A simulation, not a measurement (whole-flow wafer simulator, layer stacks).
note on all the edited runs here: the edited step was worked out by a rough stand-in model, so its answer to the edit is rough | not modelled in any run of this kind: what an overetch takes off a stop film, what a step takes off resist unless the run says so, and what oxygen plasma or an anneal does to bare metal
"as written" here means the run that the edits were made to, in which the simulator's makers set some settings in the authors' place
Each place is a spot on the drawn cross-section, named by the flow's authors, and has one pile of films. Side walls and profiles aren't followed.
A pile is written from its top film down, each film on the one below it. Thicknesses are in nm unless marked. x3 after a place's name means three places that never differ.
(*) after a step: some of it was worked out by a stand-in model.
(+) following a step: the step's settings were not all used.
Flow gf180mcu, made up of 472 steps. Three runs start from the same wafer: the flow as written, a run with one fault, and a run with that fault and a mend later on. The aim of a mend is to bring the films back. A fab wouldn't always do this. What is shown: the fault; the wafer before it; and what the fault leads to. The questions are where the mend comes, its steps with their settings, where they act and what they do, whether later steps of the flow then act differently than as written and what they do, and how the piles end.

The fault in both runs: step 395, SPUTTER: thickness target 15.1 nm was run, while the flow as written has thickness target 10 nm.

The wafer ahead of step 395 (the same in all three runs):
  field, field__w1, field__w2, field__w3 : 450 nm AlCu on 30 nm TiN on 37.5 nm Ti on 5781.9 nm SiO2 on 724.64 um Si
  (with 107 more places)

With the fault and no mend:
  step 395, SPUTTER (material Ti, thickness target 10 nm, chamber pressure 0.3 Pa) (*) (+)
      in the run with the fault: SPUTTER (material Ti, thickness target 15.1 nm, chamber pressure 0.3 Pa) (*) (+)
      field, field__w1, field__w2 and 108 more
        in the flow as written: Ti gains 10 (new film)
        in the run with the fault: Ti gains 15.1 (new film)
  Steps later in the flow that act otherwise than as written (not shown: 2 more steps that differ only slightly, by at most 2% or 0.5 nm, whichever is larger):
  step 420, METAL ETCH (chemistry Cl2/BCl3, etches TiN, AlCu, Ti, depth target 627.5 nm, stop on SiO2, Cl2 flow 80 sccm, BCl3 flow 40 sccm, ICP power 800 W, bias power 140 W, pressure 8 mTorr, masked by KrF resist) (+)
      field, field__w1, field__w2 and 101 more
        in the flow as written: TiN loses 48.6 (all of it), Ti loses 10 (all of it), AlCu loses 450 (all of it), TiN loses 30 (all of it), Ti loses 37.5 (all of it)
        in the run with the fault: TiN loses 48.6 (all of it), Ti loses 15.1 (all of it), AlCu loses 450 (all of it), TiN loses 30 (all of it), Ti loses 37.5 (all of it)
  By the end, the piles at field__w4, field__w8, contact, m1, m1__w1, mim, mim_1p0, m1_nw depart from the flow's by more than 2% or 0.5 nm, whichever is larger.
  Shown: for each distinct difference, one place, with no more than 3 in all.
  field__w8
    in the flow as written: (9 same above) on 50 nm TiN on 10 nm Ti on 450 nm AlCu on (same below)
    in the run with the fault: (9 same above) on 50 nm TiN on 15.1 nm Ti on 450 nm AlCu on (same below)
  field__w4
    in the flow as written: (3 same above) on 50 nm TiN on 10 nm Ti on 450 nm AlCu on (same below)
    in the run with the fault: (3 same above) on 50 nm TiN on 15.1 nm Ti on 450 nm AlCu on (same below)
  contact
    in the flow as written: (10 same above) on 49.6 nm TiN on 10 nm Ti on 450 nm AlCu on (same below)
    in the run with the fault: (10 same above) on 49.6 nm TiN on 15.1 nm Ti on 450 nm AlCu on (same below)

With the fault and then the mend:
  After step 395 comes the mend.
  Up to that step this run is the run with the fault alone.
  step 395a, METAL ETCH (chemistry Cl2/BCl3, etches TiN, AlCu, Ti, depth target 5.1 nm, Cl2 flow 80 sccm, BCl3 flow 40 sccm, ICP power 800 W, bias power 140 W, pressure 8 mTorr) (the flow's step 260, run once more with other settings)
      field, field__w1, field__w2 and 108 more
        Ti loses 5.1
  None of the later steps of the flow acts differently than as written at any place that is followed.
  The piles end the same as the flow's at every place that both follow.
